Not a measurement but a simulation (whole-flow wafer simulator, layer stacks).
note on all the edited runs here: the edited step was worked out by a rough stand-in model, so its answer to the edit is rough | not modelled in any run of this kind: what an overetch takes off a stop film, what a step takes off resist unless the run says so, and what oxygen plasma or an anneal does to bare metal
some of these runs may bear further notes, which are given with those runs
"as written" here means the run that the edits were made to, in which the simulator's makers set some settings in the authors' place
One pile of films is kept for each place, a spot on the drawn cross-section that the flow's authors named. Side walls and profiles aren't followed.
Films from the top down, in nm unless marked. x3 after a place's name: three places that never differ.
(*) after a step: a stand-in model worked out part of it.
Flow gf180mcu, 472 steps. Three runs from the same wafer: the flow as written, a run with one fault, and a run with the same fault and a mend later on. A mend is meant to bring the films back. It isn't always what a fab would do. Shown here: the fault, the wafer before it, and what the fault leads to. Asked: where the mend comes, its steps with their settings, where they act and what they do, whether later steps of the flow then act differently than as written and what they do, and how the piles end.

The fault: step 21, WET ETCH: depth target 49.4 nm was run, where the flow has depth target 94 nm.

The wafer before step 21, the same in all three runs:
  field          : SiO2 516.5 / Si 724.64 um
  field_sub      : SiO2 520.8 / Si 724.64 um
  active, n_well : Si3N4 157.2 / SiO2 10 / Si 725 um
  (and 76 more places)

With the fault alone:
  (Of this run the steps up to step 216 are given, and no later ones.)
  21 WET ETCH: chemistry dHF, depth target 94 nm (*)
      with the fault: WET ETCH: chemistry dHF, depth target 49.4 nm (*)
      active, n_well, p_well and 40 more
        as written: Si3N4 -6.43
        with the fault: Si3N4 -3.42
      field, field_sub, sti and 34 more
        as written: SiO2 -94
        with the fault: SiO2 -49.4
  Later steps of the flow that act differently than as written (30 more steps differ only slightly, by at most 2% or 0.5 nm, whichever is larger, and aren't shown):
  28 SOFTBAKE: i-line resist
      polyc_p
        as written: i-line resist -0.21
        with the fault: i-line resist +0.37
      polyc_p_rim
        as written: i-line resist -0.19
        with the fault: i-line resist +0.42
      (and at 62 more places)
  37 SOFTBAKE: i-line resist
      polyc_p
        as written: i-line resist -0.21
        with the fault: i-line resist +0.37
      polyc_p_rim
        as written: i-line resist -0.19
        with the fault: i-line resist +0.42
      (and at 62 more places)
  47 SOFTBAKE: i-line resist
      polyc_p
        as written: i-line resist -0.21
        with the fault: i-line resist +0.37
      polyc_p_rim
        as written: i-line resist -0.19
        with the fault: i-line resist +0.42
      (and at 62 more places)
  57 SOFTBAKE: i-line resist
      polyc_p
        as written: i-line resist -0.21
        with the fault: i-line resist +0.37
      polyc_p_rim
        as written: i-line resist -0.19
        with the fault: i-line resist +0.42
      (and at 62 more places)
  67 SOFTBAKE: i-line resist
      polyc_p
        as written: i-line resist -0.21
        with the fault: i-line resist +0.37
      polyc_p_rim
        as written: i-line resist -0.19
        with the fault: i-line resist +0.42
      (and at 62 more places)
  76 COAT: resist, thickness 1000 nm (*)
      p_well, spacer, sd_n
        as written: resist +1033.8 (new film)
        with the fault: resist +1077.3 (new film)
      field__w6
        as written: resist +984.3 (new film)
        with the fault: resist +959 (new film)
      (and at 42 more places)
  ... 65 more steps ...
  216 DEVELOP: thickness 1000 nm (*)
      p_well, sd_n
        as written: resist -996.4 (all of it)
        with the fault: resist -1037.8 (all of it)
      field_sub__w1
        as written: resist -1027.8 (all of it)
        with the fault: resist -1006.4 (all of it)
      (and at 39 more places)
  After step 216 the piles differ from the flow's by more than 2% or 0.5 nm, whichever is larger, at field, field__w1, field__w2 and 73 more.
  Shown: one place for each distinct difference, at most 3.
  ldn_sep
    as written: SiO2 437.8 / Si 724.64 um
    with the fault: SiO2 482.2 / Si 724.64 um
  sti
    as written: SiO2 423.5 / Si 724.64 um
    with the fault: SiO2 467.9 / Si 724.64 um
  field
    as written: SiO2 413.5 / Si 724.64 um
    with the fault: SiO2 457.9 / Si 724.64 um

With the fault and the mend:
  The mend comes after step 21.
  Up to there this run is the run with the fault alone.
  21a WET ETCH: chemistry dHF, depth target 44.6 nm (the flow's step 21 once more, with other settings)
      field, field_sub, sti and 34 more
        SiO2 -44.6
  No later step of the flow acts differently than as written, at any place that is followed, by more than 2% or 0.5 nm, whichever is larger.
  At the end the piles are the same as the flow's at every place that both follow.
